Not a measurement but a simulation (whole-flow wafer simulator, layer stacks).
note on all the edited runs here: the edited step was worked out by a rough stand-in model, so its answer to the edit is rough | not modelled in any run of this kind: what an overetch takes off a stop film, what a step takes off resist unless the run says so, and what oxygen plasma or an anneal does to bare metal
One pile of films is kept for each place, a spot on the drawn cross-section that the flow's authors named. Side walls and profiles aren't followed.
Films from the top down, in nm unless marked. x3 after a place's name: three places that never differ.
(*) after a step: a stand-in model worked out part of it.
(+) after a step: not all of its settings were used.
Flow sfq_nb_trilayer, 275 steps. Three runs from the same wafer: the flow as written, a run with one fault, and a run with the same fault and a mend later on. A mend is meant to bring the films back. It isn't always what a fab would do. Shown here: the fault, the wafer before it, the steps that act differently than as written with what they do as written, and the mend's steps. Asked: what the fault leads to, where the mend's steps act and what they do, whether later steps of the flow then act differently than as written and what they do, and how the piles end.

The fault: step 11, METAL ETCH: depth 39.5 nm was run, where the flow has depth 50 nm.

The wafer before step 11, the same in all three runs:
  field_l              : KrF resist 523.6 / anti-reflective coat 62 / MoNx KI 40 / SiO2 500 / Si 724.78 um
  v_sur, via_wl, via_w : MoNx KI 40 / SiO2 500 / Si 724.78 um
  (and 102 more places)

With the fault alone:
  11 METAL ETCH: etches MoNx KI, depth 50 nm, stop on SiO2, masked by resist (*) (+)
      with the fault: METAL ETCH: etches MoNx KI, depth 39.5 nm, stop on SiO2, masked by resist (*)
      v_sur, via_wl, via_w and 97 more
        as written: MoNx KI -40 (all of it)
        with the fault: MoNx KI -39.5
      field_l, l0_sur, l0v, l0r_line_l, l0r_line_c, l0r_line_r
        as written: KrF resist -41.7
        with the fault: KrF resist -32.9
  Later steps of the flow that act differently than as written (12 more steps differ only slightly, by at most 2% or 0.5 nm, whichever is larger, and aren't shown):
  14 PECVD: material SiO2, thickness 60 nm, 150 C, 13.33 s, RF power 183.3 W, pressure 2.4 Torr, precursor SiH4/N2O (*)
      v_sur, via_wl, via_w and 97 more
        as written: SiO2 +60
        with the fault: SiO2 +60 (new film)
  At the end the piles differ from the flow's by more than 2% or 0.5 nm, whichever is larger, at v_sur, via_wl, via_w and 97 more.
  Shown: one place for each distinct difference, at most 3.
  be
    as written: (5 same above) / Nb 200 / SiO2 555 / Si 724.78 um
    with the fault: (5 same above) / Nb 200 / SiO2 55 / MoNx KI 0.5 / SiO2 500 / Si 724.78 um
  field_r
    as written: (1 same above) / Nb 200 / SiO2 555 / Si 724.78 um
    with the fault: (1 same above) / Nb 200 / SiO2 55 / MoNx KI 0.5 / SiO2 500 / Si 724.78 um
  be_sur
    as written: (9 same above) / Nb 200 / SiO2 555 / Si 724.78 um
    with the fault: (9 same above) / Nb 200 / SiO2 55 / MoNx KI 0.5 / SiO2 500 / Si 724.78 um

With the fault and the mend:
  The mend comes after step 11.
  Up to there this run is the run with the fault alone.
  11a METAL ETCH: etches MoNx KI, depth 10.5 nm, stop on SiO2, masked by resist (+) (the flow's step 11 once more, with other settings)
      v_sur, via_wl, via_w and 97 more
        MoNx KI -0.5 (all of it)
      field_l, l0_sur, l0v, l0r_line_l, l0r_line_c, l0r_line_r
        KrF resist -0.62
  No later step of the flow acts differently than as written, at any place that is followed, by more than 2% or 0.5 nm, whichever is larger.
  At the end the piles are the same as the flow's at every place that both follow.
